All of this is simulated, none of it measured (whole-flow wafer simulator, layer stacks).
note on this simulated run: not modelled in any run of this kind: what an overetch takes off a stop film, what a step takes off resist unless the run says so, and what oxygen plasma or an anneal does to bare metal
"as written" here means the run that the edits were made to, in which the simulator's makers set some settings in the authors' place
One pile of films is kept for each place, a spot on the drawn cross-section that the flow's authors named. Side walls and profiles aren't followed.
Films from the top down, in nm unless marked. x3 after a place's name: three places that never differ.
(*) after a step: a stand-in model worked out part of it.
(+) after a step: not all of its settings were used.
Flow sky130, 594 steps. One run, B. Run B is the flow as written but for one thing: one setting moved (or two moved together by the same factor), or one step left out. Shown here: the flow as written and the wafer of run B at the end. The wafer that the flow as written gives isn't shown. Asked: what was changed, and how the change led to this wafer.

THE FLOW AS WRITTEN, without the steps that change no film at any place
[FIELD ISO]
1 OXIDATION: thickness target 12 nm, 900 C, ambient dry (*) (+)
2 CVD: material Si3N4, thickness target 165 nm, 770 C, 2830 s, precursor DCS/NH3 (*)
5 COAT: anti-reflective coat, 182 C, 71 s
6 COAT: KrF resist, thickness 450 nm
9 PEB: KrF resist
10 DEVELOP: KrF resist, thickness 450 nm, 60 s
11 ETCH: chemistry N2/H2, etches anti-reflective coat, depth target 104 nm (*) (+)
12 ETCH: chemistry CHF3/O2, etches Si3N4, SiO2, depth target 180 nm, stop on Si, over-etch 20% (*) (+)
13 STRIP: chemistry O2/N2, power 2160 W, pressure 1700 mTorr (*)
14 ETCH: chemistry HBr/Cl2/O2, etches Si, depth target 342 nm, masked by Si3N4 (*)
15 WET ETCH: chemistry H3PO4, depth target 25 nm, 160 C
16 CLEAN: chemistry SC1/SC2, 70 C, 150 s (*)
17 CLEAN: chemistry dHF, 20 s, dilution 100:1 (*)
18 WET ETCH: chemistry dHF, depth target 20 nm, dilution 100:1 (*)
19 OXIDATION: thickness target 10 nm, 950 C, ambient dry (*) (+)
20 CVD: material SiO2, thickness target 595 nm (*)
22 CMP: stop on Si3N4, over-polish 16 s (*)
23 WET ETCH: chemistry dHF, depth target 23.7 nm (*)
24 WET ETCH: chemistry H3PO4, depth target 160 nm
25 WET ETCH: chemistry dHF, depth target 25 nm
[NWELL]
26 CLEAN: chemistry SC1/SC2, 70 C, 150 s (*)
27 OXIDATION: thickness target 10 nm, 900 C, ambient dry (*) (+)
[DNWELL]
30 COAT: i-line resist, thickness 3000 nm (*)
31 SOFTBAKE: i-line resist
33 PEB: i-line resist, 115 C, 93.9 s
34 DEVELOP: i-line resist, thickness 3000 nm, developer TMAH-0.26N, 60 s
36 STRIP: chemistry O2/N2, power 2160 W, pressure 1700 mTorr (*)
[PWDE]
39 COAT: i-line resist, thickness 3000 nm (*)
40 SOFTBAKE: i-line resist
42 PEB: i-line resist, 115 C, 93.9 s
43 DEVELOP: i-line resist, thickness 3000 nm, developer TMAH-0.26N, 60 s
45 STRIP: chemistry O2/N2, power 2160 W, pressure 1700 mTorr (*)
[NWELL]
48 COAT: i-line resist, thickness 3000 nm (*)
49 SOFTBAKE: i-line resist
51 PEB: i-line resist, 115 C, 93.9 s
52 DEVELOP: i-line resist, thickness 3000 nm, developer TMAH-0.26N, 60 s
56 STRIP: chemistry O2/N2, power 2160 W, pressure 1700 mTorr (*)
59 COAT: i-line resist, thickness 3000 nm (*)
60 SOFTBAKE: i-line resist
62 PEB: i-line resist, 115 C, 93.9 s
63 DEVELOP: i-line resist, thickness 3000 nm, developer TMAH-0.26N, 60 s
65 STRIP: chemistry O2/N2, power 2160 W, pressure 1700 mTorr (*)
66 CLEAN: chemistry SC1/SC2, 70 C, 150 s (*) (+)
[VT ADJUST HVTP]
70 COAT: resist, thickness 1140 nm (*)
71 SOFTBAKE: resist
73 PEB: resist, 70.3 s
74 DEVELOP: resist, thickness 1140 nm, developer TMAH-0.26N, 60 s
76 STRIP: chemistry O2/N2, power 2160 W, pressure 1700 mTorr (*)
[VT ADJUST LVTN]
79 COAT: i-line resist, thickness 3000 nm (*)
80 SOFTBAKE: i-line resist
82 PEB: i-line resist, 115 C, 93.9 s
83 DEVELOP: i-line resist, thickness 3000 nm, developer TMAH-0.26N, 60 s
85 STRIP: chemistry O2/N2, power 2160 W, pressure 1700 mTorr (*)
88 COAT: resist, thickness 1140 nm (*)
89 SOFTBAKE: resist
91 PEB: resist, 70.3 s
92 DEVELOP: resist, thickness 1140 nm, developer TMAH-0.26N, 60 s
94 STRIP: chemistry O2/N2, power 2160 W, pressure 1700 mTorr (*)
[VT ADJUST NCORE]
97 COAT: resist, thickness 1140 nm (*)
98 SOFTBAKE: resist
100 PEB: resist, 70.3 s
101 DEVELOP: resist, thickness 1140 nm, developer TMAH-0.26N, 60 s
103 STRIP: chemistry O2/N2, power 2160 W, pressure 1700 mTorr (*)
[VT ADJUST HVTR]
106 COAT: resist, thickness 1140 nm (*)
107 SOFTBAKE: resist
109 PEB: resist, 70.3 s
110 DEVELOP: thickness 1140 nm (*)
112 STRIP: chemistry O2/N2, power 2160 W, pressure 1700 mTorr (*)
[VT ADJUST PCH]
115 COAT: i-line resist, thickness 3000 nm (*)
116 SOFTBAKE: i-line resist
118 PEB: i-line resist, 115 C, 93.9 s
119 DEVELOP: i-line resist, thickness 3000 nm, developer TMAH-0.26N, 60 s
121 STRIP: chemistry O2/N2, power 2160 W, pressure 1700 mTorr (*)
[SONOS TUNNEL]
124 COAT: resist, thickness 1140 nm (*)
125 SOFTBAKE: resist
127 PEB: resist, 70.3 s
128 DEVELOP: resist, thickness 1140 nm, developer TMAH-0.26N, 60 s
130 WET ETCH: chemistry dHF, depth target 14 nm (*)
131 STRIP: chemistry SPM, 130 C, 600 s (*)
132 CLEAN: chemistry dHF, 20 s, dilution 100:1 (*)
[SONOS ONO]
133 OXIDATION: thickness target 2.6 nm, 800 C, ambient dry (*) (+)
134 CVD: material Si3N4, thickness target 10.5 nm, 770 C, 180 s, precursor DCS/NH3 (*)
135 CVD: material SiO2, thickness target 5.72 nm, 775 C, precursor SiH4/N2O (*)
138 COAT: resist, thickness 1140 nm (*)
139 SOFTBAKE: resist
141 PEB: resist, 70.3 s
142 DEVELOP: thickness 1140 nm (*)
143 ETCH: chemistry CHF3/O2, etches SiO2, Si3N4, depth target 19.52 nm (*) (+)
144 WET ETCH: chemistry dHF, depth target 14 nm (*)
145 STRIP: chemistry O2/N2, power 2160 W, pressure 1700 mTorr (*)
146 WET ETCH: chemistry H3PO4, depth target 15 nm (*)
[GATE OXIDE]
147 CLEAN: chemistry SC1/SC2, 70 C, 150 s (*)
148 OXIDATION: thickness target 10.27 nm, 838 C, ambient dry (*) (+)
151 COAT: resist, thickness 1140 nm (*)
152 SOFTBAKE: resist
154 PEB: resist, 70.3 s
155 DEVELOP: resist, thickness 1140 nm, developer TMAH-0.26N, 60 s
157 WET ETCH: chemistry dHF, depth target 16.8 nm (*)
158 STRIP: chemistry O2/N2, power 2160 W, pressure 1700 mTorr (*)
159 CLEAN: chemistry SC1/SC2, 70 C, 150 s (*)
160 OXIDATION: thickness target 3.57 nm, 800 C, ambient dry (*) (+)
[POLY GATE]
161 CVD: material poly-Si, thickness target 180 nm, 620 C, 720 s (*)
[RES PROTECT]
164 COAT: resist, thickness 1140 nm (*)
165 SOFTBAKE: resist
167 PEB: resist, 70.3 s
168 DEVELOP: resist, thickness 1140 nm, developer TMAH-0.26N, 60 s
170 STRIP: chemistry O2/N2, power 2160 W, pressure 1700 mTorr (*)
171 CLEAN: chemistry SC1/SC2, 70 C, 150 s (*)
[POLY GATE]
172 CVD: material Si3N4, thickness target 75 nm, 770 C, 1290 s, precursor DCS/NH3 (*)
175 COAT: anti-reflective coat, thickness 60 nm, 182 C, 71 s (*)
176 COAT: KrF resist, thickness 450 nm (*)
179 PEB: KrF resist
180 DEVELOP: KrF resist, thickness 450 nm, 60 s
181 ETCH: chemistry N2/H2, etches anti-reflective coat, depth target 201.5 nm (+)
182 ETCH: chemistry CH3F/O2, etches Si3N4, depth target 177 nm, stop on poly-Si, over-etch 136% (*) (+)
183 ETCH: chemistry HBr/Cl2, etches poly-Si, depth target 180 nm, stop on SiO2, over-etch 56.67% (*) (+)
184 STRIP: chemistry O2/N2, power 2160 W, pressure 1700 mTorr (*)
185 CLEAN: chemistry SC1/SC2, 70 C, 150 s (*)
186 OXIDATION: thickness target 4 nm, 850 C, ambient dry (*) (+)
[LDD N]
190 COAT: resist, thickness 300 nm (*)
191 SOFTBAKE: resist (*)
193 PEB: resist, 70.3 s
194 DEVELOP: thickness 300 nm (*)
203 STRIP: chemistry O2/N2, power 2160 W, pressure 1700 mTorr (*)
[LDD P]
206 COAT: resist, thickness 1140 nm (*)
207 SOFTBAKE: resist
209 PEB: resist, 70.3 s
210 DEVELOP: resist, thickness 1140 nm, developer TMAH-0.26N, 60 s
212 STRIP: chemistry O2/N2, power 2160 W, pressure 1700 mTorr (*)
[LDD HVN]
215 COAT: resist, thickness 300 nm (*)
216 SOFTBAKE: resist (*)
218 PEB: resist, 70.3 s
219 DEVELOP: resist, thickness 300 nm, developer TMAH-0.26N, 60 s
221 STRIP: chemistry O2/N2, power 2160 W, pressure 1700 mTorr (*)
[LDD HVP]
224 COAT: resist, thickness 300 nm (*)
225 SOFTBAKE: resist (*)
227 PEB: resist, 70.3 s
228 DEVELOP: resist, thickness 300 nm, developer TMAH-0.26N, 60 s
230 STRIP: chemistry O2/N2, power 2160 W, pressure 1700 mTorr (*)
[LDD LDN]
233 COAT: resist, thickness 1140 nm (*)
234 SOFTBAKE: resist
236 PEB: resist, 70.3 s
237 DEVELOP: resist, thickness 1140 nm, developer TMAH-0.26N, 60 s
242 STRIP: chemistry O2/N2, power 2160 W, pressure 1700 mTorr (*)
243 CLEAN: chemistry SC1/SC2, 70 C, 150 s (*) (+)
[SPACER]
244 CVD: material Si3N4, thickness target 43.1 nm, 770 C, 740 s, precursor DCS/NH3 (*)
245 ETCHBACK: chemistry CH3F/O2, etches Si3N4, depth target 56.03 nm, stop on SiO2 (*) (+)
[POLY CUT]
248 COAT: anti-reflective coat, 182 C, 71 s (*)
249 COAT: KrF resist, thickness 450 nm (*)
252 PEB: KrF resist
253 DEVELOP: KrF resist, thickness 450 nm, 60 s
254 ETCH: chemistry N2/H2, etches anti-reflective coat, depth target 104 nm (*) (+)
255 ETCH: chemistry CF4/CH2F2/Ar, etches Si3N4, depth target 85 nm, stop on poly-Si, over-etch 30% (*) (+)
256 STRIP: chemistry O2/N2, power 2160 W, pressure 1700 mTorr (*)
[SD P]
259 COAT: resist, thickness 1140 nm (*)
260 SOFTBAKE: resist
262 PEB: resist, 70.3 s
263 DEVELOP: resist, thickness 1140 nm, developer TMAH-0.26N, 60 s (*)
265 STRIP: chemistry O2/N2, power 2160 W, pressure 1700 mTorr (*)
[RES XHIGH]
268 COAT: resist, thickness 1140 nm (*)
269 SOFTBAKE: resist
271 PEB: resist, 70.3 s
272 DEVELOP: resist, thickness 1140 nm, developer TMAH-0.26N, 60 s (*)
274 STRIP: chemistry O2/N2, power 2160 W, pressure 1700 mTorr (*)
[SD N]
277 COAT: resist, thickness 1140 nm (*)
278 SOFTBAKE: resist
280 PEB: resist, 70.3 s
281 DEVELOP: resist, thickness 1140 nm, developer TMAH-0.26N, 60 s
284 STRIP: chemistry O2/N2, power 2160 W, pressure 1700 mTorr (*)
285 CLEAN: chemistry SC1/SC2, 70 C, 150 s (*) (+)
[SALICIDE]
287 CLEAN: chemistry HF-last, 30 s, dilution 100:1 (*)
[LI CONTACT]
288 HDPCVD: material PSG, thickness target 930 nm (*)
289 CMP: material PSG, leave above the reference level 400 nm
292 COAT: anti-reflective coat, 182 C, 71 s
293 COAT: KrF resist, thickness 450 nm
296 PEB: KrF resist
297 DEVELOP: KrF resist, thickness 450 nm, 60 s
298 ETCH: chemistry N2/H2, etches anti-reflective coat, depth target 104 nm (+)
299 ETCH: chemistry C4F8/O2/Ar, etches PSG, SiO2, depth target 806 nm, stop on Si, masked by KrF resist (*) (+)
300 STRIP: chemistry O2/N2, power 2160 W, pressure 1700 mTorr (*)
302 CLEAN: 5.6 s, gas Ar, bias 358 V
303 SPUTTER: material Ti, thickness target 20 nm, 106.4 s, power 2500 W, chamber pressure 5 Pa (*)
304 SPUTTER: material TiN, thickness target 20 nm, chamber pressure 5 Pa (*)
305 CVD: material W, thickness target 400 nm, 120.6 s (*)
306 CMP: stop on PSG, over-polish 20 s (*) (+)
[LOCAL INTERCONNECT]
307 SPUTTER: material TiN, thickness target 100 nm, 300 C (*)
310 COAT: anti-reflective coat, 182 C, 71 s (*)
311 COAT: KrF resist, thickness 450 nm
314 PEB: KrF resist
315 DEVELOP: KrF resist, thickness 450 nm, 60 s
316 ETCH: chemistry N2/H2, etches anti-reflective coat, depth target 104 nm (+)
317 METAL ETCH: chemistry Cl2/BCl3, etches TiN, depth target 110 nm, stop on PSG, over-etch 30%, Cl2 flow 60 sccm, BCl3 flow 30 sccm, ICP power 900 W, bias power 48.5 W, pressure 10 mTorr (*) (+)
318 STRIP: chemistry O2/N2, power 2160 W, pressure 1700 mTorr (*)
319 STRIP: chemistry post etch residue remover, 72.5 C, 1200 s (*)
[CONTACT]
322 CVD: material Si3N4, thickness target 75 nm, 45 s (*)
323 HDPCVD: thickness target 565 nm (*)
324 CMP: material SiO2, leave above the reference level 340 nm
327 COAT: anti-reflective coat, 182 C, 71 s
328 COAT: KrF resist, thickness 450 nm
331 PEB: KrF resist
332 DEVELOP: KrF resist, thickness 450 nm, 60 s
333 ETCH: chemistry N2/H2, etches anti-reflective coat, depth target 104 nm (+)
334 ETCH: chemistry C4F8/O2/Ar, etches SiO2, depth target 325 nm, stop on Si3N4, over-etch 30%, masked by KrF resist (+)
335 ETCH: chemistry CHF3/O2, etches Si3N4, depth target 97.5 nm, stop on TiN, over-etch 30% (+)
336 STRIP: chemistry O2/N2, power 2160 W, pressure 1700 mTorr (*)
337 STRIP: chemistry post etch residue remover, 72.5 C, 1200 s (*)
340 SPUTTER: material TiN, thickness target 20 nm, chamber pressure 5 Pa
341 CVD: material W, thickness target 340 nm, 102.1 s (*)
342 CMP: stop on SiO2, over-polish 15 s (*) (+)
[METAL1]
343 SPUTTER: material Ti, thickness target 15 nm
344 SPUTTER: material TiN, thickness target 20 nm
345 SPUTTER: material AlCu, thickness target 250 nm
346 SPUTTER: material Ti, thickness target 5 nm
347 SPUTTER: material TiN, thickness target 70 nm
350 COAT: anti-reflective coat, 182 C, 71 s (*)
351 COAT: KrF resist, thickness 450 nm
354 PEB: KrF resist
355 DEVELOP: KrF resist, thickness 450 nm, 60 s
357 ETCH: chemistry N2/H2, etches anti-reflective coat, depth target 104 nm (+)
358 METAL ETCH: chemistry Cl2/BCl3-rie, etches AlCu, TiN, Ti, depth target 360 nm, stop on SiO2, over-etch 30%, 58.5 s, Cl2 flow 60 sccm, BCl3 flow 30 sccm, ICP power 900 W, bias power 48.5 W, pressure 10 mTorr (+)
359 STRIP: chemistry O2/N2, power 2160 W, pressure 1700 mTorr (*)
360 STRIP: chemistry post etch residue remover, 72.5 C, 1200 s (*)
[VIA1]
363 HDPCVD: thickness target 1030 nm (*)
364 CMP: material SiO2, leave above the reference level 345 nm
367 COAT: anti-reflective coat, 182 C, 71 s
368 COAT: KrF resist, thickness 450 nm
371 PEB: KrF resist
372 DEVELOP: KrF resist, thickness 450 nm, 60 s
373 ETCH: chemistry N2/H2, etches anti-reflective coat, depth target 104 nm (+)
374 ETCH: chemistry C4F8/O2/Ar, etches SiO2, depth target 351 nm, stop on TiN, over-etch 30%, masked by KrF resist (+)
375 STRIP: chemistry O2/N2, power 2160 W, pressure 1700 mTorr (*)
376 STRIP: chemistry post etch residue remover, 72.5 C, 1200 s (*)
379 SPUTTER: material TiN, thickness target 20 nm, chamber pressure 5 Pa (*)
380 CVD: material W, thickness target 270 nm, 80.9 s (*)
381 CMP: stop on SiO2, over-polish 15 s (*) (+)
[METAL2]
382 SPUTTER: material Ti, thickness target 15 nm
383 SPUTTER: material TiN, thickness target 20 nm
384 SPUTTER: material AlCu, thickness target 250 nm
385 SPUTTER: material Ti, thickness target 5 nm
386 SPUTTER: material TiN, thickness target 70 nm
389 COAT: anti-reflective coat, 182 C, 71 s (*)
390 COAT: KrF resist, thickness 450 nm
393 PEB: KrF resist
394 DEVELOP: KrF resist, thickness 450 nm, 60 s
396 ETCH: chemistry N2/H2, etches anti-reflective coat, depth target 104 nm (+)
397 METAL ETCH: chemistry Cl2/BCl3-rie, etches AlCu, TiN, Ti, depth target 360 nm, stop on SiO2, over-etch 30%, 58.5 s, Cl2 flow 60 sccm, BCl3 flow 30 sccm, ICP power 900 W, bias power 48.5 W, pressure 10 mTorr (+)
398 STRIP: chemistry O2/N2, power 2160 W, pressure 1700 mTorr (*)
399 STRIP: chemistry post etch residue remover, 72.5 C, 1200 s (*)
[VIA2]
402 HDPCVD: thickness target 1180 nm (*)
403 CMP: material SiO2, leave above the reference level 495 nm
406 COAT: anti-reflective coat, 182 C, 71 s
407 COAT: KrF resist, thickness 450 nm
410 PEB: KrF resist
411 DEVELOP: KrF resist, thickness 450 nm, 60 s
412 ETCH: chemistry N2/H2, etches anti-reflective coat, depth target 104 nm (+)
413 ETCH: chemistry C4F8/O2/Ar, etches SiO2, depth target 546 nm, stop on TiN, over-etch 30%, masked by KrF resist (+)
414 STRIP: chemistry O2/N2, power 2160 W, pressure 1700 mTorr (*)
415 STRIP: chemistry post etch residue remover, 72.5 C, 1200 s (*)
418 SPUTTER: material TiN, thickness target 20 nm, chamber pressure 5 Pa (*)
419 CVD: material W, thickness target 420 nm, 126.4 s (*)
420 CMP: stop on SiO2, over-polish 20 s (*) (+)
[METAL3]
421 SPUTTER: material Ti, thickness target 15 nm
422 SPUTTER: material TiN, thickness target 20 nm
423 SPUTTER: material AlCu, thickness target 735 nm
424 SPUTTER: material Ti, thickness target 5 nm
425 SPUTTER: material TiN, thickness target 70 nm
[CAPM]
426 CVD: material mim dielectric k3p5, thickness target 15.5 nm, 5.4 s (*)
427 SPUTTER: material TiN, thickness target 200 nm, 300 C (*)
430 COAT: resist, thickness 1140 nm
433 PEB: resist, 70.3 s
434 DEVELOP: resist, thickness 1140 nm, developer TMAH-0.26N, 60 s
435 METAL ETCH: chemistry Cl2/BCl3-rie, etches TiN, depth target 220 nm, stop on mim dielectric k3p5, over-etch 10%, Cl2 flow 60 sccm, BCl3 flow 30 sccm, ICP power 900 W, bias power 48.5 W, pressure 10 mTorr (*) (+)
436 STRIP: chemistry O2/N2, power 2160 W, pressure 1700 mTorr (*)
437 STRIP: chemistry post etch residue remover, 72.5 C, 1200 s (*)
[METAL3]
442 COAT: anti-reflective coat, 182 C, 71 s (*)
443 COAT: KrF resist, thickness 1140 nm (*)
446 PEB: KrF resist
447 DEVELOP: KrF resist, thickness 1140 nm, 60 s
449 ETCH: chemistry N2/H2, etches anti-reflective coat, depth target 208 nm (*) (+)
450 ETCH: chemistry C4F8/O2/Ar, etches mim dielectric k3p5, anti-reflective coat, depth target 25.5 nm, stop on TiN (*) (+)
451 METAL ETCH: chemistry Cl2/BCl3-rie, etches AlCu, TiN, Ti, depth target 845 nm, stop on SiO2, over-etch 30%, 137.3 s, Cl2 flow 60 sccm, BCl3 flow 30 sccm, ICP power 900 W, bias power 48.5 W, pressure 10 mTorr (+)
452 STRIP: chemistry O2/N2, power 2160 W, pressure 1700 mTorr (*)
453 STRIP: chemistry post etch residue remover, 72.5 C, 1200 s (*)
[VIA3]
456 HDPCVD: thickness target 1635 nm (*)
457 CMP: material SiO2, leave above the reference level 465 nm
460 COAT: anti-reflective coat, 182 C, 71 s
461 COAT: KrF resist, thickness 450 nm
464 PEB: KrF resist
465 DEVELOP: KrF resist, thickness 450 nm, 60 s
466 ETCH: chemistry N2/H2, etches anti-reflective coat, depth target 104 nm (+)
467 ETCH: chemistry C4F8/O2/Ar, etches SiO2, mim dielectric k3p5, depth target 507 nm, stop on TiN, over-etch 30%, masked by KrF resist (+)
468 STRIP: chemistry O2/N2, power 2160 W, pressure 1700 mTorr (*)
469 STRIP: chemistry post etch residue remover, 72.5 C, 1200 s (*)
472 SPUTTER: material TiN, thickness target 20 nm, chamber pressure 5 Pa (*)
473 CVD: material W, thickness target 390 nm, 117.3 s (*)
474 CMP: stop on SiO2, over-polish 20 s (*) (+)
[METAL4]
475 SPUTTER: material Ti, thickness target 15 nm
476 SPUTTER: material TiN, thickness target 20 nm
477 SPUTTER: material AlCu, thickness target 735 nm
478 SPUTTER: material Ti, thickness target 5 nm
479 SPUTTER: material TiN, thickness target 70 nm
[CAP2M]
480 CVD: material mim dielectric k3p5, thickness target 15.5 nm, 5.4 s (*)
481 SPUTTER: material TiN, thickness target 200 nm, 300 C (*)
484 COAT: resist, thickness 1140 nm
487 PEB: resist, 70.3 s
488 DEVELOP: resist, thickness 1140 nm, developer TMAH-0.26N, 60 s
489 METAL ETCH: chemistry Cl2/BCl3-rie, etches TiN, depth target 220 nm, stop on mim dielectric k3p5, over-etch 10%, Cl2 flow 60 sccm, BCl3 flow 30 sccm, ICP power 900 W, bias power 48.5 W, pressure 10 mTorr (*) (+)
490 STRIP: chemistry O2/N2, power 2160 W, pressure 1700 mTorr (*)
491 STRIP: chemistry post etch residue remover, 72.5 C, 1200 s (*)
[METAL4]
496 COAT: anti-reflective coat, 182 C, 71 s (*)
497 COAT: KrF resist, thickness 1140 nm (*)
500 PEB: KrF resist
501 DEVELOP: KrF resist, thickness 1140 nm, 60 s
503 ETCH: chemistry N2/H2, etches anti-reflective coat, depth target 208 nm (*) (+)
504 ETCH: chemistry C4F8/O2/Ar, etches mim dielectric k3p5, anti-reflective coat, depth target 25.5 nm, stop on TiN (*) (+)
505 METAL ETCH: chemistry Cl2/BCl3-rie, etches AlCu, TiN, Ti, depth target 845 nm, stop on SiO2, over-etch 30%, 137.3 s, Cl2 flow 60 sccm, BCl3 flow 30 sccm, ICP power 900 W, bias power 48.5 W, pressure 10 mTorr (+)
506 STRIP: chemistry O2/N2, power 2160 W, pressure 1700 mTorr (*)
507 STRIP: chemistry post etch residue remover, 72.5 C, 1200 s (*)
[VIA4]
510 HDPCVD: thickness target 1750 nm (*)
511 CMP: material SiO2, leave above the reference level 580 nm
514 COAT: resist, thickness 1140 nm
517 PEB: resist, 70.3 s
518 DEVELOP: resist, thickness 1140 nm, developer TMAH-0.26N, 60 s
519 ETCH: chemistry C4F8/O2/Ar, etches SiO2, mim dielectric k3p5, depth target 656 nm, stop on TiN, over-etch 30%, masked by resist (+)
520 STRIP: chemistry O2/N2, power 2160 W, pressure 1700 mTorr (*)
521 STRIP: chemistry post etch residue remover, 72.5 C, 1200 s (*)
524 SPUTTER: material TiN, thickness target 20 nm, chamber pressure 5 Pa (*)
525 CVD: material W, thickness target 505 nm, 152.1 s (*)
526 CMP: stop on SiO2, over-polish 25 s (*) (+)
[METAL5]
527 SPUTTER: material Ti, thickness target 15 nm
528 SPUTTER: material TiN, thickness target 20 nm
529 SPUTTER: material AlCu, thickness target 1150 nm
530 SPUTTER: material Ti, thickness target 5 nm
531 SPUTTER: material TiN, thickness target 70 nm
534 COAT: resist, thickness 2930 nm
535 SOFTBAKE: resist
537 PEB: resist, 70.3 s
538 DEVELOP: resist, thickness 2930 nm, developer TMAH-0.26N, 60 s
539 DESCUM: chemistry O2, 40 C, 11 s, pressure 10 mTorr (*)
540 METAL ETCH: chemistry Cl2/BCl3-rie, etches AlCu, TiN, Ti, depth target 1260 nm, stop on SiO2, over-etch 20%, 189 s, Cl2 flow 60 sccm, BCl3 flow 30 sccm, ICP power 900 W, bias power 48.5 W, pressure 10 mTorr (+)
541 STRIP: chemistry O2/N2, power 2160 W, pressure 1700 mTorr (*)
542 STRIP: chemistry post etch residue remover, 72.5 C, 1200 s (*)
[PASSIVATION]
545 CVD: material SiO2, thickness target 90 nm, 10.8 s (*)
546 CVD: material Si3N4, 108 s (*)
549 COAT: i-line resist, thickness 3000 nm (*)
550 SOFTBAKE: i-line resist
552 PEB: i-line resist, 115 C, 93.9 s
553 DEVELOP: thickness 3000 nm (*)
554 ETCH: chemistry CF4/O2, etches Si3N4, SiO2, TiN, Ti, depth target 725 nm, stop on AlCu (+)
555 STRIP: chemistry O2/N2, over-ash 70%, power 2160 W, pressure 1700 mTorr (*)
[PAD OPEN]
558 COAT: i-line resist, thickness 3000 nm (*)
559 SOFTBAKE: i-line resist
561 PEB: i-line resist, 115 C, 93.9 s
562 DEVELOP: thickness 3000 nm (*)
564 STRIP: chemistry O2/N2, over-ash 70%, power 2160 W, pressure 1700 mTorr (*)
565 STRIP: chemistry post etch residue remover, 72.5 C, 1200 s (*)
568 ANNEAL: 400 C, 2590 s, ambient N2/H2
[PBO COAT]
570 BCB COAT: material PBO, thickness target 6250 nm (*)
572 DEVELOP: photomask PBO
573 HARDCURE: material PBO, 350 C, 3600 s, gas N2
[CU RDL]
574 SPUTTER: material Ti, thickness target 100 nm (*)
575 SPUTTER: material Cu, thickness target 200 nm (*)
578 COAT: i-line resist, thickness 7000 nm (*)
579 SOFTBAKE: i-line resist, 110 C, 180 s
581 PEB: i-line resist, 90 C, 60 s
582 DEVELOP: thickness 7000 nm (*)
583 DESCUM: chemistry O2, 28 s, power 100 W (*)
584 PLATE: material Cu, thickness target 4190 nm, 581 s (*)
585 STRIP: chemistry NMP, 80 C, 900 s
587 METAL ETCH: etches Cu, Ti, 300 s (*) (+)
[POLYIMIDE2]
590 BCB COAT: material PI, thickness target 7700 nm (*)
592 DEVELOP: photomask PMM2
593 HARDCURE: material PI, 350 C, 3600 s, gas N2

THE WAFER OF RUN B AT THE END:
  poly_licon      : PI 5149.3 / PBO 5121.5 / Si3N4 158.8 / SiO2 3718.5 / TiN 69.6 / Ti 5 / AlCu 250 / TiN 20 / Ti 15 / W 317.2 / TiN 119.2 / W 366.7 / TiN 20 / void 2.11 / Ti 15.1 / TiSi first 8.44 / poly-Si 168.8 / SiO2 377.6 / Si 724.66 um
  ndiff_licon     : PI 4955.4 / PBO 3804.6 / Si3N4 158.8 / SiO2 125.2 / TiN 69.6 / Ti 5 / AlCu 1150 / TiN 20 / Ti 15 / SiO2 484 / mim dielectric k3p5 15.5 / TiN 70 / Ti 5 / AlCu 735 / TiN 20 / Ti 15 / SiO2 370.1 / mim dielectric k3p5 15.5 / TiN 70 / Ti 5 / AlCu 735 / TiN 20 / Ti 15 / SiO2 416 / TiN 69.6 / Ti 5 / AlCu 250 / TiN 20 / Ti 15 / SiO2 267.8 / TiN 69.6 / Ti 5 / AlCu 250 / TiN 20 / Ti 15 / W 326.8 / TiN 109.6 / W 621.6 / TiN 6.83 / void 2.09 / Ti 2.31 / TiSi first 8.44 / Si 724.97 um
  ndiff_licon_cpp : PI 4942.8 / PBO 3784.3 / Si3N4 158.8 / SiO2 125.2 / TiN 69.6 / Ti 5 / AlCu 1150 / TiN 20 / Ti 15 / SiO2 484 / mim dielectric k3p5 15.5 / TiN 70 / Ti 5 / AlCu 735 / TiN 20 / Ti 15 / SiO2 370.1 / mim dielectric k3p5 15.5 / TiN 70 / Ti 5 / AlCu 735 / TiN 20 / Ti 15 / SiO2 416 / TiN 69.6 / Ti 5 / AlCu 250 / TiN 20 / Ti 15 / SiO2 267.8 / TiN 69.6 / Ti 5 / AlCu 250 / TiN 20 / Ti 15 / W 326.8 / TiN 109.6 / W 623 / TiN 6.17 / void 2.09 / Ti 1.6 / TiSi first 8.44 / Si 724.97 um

The cause: step 568, ANNEAL: 4079 s was run, where the flow has 2590 s.

How the change led to this, step by step:
  568 ANNEAL: 400 C, 2590 s, ambient N2/H2
      poly_licon, rpo_hd_licon: under 11 films: void +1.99 (new film), Ti -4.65, TiSi first +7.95 (new film), poly-Si -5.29 (as written it would be: under 11 films: void +1.65 (new film), Ti -3.85, TiSi first +6.58 (new film), poly-Si -4.38)
      ndiff_licon, ndiff_licon_cpp: under 37 films: void +1.97 (new film), Ti -4.65, TiSi first +7.95 (new film), Si -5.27 (as written it would be: under 37 films: void +1.63 (new film), Ti -3.85, TiSi first +6.58 (new film), Si -4.36)
